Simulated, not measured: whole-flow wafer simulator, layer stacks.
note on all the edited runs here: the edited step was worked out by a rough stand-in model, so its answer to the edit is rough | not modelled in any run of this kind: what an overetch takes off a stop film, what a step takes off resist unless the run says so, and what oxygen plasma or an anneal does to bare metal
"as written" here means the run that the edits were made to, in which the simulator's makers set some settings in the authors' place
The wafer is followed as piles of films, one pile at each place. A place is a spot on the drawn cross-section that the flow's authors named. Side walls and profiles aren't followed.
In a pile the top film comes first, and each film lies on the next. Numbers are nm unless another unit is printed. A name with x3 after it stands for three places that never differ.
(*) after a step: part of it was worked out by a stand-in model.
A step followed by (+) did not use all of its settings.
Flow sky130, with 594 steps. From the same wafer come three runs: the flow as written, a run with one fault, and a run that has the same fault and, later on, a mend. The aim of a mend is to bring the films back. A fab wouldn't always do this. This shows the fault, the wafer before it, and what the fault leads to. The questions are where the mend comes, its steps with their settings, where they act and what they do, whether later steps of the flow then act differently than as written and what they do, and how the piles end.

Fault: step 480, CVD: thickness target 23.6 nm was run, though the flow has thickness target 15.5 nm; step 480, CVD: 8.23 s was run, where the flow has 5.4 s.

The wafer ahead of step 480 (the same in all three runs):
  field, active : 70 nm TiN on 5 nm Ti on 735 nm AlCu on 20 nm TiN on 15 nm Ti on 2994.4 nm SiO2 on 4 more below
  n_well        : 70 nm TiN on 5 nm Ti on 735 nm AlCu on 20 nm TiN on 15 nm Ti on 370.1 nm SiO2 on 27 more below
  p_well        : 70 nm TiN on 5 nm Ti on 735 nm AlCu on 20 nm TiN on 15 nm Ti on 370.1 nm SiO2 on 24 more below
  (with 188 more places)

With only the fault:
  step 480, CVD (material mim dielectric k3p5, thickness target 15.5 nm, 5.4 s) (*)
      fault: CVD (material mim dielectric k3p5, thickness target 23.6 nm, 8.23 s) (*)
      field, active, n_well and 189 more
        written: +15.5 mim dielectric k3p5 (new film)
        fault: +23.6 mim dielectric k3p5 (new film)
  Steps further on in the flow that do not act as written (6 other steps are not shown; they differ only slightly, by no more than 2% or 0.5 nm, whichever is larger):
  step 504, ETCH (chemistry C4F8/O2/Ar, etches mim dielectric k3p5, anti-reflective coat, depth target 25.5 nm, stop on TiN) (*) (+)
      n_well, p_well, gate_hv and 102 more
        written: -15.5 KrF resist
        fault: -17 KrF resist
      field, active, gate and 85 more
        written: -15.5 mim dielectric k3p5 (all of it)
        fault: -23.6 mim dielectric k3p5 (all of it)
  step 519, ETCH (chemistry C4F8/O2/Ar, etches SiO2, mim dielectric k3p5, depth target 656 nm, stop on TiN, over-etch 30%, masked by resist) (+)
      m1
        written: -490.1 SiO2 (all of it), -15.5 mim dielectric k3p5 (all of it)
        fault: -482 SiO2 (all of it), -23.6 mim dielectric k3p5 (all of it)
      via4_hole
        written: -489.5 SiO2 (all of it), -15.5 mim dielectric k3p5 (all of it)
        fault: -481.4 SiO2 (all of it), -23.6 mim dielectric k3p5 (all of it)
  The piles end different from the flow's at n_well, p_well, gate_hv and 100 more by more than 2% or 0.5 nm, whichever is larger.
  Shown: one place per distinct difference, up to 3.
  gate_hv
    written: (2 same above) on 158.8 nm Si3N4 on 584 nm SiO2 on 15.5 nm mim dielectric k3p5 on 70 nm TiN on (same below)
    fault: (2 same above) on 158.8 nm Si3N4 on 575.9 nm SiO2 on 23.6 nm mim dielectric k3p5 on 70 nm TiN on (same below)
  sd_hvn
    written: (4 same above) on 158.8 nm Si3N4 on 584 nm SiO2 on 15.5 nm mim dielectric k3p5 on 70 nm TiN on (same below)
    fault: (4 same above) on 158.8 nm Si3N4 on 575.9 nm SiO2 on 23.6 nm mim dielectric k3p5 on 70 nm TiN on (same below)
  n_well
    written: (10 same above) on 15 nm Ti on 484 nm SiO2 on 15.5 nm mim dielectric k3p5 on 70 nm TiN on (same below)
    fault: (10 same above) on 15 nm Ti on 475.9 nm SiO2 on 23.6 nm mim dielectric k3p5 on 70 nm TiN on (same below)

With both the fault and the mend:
  The mend stands after step 480.
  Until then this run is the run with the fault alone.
  step 480a, ETCH (chemistry C4F8/O2/Ar, etches mim dielectric k3p5, anti-reflective coat, depth target 8.1 nm) (*) (the flow's step 450, run once more with other settings)
      field, active, n_well and 189 more
        -8.1 mim dielectric k3p5
  None of the later steps of the flow acts differently than as written at any place that is followed.
  At every place that both follow, the piles at the end match the flow's.
